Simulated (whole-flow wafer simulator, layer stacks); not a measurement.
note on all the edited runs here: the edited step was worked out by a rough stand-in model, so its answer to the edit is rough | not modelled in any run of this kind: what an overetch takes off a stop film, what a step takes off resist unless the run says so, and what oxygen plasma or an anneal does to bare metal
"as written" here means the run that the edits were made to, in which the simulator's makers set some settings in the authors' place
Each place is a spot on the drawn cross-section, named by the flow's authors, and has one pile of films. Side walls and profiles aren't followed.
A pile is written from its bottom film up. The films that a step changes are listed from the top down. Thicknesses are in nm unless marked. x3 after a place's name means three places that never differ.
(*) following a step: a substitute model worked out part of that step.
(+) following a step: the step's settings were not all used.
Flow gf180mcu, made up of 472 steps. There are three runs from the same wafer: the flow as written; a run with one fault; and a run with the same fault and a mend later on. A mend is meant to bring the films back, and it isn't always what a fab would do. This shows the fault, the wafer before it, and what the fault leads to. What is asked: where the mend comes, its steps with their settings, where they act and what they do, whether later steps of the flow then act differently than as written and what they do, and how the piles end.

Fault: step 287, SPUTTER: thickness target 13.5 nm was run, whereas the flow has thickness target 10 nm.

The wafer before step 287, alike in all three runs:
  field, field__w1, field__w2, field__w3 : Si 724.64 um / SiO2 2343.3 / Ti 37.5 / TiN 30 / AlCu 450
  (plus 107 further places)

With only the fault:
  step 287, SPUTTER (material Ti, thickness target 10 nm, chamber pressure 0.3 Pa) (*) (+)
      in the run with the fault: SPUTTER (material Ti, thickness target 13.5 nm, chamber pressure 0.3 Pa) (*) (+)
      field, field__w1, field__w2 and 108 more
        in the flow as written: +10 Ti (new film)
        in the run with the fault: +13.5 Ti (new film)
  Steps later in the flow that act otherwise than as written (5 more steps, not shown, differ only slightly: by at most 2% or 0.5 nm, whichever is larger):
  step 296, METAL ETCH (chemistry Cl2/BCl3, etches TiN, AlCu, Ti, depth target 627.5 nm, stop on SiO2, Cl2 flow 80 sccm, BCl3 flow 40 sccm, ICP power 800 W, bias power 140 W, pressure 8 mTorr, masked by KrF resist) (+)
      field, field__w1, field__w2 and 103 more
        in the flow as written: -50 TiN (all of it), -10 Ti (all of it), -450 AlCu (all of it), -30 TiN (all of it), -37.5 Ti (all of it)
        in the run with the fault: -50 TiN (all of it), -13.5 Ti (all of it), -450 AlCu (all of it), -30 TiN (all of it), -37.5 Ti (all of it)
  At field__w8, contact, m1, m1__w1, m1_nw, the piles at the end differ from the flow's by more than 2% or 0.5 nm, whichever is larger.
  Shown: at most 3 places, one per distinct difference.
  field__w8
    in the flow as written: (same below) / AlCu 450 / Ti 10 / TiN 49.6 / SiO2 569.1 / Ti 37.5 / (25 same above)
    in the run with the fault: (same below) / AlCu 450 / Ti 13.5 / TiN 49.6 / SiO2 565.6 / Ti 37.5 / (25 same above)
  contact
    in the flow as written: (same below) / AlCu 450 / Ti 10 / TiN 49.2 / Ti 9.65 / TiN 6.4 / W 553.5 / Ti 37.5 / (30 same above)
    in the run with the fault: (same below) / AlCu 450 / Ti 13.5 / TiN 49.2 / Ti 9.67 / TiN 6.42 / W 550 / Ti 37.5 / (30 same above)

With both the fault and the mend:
  The mend follows step 287.
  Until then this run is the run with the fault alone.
  step 287a, METAL ETCH (chemistry Cl2/BCl3, etches TiN, AlCu, Ti, depth target 3.5 nm, Cl2 flow 80 sccm, BCl3 flow 40 sccm, ICP power 800 W, bias power 140 W, pressure 8 mTorr) (a further turn of the flow's step 260, with different settings)
      field, field__w1, field__w2 and 108 more
        -3.5 Ti
  Every later step of the flow that is run acts as written at every place that is followed.
  At every place that both follow, the piles at the end match the flow's.
